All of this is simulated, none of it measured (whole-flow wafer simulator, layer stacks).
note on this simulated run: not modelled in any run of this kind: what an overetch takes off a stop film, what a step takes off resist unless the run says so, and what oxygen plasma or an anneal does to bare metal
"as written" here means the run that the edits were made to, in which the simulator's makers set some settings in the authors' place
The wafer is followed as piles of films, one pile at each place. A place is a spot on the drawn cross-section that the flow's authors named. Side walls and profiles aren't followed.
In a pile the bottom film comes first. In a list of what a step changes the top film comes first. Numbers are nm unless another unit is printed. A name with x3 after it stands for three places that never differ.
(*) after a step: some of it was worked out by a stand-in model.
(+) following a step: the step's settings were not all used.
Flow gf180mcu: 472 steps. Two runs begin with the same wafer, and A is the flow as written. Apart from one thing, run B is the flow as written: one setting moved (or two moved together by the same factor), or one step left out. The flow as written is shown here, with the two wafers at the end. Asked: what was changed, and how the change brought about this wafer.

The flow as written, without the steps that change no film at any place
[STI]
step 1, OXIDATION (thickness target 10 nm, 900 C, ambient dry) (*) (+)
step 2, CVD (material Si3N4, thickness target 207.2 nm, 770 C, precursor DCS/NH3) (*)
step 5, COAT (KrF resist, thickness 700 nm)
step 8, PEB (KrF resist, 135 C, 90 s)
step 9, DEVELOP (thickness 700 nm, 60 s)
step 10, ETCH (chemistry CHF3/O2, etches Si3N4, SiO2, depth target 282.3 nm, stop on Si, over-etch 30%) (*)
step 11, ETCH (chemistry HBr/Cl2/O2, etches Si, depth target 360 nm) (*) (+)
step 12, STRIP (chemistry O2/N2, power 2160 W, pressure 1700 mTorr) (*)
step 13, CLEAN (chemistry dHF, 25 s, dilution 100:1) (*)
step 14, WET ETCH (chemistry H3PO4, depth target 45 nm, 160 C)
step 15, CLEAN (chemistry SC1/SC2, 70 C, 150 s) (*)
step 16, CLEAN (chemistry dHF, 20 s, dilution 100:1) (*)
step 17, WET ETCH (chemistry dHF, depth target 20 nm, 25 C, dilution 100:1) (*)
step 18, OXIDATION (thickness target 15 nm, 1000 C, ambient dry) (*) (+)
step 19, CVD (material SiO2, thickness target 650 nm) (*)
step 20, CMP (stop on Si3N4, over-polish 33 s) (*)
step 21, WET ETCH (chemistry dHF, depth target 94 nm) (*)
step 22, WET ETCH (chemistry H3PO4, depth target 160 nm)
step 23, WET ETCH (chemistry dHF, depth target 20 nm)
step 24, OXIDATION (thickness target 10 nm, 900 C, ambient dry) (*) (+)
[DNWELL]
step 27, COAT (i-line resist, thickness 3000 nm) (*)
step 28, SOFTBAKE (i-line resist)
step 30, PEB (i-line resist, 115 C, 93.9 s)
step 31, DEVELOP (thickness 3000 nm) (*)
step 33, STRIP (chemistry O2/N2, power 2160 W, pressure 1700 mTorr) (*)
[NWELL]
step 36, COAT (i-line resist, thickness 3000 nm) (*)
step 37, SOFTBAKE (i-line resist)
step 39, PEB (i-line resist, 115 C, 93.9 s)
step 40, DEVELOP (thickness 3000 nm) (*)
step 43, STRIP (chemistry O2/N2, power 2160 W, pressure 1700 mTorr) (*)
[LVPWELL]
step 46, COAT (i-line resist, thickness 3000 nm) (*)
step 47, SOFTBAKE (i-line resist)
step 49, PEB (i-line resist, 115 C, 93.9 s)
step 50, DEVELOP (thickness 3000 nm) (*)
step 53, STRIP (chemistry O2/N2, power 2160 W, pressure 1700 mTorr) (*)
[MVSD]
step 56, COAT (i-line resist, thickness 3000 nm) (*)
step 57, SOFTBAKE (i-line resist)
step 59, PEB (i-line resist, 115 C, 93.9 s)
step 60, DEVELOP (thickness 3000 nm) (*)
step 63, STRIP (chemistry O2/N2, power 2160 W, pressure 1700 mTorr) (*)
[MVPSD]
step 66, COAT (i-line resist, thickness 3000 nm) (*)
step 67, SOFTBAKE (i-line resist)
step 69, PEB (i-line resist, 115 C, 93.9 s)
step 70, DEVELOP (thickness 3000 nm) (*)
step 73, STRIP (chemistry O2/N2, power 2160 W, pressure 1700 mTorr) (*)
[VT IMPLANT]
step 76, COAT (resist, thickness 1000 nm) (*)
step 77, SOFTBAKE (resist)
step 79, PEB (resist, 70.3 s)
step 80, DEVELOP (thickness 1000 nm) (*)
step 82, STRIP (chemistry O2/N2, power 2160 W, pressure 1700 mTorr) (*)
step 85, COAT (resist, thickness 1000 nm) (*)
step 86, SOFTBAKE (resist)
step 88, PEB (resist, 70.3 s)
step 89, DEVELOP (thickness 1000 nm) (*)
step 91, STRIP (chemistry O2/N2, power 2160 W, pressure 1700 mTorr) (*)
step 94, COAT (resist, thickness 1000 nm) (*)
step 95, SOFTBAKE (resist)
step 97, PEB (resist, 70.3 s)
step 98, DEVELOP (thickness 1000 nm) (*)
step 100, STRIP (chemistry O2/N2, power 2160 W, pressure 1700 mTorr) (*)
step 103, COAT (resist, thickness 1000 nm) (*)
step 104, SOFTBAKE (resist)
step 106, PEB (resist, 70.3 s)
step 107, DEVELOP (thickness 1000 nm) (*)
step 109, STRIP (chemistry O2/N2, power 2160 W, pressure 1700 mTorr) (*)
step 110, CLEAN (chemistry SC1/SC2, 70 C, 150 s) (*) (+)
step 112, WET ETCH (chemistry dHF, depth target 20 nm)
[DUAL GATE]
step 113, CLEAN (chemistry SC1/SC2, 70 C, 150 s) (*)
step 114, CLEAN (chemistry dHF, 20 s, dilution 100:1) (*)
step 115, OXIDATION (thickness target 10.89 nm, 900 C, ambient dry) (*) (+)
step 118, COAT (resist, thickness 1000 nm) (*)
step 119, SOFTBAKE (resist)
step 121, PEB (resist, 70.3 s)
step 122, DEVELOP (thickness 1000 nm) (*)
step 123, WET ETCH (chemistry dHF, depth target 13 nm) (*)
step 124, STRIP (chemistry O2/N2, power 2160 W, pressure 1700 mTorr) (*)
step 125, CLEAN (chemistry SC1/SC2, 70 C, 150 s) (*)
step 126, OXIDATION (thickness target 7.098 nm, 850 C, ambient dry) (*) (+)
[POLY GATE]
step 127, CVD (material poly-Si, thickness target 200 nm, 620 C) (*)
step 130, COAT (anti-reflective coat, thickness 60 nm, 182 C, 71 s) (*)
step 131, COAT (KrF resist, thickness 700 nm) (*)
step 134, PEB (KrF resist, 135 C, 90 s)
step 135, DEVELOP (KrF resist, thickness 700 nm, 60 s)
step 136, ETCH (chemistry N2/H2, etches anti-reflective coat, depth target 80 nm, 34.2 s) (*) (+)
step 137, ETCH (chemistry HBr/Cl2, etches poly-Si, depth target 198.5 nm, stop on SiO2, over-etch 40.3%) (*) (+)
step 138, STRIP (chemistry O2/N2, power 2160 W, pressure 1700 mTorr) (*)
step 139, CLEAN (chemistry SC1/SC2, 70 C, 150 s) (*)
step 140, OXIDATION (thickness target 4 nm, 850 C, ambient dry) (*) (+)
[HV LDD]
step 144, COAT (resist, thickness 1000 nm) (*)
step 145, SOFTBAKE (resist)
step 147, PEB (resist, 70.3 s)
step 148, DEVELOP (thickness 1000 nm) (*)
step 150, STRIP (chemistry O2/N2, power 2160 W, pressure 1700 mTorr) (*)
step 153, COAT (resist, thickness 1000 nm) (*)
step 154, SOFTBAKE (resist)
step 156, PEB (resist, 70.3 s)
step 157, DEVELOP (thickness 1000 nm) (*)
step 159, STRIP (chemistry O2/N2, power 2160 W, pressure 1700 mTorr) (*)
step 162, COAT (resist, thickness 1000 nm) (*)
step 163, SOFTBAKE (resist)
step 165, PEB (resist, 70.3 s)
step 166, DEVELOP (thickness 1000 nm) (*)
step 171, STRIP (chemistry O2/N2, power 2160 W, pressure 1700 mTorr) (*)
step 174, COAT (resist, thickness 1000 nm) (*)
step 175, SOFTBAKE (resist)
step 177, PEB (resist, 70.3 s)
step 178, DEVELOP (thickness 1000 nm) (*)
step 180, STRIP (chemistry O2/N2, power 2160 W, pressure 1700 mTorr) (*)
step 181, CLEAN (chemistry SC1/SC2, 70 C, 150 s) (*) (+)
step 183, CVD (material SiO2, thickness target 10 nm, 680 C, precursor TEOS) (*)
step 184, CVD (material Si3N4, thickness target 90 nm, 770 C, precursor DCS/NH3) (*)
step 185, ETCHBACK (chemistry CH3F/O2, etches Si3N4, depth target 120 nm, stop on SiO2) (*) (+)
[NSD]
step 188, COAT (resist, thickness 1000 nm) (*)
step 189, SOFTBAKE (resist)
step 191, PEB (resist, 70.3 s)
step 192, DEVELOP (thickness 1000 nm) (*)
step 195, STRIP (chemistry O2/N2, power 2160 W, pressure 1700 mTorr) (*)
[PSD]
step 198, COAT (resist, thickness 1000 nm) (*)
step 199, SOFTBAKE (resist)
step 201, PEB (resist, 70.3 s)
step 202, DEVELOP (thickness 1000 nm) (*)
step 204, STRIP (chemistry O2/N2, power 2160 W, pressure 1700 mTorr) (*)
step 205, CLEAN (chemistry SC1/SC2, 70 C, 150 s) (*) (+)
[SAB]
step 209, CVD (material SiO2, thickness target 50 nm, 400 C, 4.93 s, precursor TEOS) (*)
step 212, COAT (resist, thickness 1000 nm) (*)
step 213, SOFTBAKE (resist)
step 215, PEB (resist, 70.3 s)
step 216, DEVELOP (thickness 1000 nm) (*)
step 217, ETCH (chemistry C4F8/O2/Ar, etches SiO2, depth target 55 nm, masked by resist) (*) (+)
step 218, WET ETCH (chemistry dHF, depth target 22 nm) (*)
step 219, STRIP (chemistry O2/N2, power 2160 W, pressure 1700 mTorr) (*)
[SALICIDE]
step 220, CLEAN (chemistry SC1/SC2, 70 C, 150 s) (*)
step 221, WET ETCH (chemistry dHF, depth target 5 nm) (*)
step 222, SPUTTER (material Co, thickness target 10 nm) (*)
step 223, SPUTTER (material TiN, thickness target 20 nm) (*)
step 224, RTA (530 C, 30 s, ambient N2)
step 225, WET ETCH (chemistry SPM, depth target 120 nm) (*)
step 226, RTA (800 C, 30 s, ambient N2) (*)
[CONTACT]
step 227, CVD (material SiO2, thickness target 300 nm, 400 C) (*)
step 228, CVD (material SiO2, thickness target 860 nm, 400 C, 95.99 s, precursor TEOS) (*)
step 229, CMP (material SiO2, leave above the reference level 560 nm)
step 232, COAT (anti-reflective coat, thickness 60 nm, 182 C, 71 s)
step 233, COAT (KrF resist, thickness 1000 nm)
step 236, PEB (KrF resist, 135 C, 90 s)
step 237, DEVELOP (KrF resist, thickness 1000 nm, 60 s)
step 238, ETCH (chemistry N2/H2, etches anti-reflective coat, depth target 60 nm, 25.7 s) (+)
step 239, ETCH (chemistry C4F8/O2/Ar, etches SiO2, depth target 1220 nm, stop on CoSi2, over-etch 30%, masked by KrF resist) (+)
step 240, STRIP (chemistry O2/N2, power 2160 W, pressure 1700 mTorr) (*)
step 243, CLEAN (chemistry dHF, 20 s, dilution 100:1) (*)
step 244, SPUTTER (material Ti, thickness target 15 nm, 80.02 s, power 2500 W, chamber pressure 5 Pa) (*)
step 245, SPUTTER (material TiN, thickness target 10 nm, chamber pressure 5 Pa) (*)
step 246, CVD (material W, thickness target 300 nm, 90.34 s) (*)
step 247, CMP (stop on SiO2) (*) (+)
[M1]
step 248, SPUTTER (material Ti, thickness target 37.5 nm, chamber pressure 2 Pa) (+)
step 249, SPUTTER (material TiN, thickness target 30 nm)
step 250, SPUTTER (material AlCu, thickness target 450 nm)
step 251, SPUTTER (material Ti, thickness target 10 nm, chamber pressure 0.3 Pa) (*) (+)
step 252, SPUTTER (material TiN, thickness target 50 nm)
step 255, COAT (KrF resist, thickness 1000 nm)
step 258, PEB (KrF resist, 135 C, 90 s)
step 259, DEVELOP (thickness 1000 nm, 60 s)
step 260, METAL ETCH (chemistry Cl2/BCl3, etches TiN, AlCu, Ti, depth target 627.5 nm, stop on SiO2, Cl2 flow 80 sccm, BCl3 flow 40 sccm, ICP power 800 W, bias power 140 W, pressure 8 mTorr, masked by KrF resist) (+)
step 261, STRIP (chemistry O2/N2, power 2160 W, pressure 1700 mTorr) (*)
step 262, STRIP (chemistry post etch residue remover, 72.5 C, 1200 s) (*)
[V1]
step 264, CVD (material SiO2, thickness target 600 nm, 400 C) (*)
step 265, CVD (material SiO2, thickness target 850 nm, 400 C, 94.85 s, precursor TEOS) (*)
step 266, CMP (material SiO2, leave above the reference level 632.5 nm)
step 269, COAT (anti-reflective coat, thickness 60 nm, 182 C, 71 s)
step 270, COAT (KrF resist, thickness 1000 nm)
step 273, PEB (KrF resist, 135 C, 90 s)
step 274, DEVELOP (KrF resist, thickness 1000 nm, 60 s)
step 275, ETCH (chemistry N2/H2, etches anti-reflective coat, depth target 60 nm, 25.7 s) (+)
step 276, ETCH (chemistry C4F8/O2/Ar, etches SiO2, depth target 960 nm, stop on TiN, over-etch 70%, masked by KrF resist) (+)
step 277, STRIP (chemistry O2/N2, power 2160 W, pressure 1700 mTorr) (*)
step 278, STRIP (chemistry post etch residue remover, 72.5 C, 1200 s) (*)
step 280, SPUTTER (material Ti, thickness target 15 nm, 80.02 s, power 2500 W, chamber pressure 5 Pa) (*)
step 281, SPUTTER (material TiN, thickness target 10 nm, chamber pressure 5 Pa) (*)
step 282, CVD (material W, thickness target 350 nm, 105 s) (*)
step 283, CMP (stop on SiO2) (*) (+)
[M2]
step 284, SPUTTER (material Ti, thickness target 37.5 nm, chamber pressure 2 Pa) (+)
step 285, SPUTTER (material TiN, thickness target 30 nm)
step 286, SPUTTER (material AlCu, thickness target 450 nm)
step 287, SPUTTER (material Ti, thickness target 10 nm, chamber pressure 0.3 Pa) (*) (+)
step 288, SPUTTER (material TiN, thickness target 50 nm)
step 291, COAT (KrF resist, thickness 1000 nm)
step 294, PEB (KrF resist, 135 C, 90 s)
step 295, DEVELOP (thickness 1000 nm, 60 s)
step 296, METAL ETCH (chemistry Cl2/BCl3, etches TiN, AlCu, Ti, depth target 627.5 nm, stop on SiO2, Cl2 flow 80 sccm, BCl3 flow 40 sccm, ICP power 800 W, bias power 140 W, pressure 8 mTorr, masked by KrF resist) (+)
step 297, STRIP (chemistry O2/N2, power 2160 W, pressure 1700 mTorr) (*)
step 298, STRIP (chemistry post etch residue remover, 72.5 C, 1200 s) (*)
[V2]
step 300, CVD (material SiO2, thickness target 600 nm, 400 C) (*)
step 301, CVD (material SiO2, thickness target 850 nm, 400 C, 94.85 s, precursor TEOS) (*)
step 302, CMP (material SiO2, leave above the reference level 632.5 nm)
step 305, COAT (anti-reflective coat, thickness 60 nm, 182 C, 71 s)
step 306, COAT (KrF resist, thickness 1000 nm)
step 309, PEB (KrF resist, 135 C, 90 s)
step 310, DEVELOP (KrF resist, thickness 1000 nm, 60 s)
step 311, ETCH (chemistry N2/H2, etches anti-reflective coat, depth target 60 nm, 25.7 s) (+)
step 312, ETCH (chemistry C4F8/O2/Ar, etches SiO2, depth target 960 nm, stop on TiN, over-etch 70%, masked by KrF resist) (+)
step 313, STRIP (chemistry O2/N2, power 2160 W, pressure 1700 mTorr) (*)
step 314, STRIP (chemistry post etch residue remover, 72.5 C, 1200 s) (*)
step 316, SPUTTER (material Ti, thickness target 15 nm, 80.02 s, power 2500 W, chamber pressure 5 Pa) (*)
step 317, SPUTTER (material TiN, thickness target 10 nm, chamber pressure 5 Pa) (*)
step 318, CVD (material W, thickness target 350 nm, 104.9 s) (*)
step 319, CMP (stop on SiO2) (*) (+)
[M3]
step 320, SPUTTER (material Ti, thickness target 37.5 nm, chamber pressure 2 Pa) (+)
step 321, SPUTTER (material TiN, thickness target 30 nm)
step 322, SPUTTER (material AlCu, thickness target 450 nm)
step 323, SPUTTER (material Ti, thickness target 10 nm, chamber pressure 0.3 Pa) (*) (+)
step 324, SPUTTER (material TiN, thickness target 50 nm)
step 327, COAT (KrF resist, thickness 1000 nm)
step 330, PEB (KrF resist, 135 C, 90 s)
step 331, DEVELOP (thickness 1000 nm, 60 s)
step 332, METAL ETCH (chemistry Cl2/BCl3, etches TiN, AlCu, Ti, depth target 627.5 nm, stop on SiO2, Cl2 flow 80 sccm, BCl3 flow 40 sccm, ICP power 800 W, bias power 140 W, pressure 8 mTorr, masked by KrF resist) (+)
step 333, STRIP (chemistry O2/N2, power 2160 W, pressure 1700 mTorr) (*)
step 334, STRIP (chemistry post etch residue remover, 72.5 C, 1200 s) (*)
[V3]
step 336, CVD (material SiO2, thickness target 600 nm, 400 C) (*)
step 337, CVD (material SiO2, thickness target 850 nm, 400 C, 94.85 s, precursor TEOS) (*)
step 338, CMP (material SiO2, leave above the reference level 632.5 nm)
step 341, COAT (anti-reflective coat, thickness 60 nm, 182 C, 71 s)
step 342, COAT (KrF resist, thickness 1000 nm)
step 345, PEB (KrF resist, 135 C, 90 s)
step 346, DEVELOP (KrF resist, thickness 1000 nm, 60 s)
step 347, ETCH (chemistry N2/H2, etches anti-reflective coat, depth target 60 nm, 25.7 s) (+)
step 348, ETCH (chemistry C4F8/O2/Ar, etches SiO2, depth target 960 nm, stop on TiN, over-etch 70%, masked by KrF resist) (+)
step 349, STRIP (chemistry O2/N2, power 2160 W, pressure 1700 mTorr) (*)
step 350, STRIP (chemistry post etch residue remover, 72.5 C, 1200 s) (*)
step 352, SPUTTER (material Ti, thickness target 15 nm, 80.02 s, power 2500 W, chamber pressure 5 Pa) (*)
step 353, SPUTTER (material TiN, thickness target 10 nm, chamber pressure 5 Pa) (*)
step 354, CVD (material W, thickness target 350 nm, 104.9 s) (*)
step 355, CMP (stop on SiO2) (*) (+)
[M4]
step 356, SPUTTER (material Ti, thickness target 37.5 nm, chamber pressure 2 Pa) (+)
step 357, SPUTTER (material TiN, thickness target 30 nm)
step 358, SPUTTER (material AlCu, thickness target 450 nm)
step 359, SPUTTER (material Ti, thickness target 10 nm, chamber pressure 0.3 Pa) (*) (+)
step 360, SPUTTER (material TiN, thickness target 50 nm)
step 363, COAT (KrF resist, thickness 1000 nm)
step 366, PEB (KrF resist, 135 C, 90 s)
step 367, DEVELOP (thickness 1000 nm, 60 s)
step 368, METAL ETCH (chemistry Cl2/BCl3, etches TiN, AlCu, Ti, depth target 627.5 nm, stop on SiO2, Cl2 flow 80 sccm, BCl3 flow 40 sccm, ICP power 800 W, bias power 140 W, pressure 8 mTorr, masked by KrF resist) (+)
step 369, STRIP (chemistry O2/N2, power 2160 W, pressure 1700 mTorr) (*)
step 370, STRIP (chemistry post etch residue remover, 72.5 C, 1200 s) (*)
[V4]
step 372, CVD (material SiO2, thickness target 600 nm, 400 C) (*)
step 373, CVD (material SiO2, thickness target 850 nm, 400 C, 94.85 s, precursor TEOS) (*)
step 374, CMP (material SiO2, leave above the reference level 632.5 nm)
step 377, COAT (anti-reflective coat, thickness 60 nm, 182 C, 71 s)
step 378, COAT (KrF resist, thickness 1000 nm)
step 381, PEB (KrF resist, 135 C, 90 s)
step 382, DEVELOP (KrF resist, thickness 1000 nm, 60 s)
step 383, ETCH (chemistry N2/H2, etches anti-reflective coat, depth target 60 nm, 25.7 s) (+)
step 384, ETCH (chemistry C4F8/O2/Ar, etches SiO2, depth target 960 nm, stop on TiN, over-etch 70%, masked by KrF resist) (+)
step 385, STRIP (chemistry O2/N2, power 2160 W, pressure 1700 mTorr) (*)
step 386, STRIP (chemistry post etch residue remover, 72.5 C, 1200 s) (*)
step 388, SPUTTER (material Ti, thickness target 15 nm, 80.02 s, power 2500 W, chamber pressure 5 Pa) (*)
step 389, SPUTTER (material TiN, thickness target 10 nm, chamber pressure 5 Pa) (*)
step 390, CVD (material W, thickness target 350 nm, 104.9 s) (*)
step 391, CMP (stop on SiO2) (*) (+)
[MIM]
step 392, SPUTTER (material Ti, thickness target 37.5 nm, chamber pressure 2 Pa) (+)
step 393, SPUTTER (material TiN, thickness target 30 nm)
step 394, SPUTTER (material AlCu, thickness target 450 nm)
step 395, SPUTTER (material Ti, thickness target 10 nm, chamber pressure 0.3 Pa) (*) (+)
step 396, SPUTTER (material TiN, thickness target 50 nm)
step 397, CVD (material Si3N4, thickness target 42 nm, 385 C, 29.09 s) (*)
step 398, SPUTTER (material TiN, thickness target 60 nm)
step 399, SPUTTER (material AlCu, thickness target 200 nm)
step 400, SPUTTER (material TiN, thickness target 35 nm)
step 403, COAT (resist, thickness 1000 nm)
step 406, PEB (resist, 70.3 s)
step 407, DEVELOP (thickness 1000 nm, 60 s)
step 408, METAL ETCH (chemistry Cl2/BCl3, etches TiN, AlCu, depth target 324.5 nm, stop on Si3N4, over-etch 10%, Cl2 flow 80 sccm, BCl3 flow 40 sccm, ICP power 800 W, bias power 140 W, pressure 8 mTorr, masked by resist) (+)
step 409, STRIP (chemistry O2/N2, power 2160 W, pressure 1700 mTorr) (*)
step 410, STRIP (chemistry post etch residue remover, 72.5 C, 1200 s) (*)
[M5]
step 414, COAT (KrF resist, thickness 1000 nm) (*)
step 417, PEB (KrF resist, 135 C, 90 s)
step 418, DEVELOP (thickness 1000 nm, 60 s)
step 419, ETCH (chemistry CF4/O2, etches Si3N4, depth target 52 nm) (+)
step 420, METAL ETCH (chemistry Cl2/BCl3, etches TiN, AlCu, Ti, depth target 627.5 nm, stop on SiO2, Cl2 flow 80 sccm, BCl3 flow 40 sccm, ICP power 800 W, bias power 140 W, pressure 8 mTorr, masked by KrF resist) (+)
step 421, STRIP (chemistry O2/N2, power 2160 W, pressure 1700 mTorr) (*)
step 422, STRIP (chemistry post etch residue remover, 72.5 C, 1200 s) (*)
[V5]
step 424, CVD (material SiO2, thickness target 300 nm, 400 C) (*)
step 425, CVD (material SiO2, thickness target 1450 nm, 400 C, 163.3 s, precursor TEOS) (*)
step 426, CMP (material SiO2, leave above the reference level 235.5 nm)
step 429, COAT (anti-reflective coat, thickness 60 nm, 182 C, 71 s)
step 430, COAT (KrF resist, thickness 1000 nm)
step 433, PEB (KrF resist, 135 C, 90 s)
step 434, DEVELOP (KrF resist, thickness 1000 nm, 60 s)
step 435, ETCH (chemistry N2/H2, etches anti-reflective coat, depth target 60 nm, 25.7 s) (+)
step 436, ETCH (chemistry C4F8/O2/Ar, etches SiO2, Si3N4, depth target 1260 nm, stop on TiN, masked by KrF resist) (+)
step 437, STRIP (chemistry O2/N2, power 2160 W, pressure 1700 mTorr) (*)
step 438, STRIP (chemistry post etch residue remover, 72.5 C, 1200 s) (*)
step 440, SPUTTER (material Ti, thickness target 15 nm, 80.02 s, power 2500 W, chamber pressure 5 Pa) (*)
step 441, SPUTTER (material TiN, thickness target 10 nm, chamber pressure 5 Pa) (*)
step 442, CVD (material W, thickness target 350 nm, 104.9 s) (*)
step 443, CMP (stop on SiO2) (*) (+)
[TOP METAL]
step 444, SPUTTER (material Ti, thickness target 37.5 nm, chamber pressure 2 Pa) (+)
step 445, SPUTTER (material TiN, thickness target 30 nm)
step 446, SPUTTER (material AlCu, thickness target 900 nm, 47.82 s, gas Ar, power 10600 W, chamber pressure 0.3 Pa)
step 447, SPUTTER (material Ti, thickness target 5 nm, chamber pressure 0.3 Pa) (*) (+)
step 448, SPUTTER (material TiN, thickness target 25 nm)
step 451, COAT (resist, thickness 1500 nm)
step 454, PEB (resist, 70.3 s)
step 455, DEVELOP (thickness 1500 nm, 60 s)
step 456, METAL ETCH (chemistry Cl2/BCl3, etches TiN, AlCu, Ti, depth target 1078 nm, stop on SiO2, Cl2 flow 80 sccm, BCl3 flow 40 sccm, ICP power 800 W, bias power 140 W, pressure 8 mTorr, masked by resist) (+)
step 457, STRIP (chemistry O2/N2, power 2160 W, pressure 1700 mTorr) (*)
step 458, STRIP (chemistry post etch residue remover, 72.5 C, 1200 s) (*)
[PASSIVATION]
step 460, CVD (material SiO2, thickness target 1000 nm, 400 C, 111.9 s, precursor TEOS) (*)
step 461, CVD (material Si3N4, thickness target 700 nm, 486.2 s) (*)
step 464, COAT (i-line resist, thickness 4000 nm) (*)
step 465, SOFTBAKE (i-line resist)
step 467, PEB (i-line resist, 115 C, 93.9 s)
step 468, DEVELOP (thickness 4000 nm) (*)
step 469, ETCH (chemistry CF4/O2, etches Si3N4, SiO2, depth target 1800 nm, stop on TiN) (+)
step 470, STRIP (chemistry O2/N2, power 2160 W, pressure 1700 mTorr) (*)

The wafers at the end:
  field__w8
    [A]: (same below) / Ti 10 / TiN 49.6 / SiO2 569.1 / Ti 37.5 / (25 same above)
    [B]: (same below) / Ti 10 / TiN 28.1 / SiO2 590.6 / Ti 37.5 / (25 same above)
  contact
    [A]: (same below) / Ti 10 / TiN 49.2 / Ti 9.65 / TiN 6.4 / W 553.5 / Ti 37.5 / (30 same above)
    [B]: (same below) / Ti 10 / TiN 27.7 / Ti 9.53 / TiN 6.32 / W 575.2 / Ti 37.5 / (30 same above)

What caused this: step 288, SPUTTER: thickness target 28.5 nm was run, while the flow as written has thickness target 50 nm.

Step by step, how the change led to this:
  step 288, SPUTTER (material TiN, thickness target 50 nm)
      field, field__w1, field__w2 and 108 more: A +50 TiN (new film) | B +28.5 TiN (new film)
  step 296, METAL ETCH (chemistry Cl2/BCl3, etches TiN, AlCu, Ti, depth target 627.5 nm, stop on SiO2, Cl2 flow 80 sccm, BCl3 flow 40 sccm, ICP power 800 W, bias power 140 W, pressure 8 mTorr, masked by KrF resist) (+)
      field, field__w1, field__w2 and 103 more: A -50 TiN (all of it), -10 Ti (all of it), -450 AlCu (all of it), -30 TiN (all of it), -37.5 Ti (all of it) | B -28.5 TiN (all of it), -10 Ti (all of it), -450 AlCu (all of it), -30 TiN (all of it), -37.5 Ti (all of it)
  step 302, CMP (material SiO2, leave above the reference level 632.5 nm)
      field__w8, contact, m1, m1__w1, m1_nw: A -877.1 SiO2 | B -855.6 SiO2
  step 312, ETCH (chemistry C4F8/O2/Ar, etches SiO2, depth target 960 nm, stop on TiN, over-etch 70%, masked by KrF resist) (+)
      contact: A -572.5 SiO2 (all of it) | B -594 SiO2 (all of it)
  step 318, CVD (material W, thickness target 350 nm, 104.9 s) (*)
      contact: A +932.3 W (new film) | B +954 W (new film)
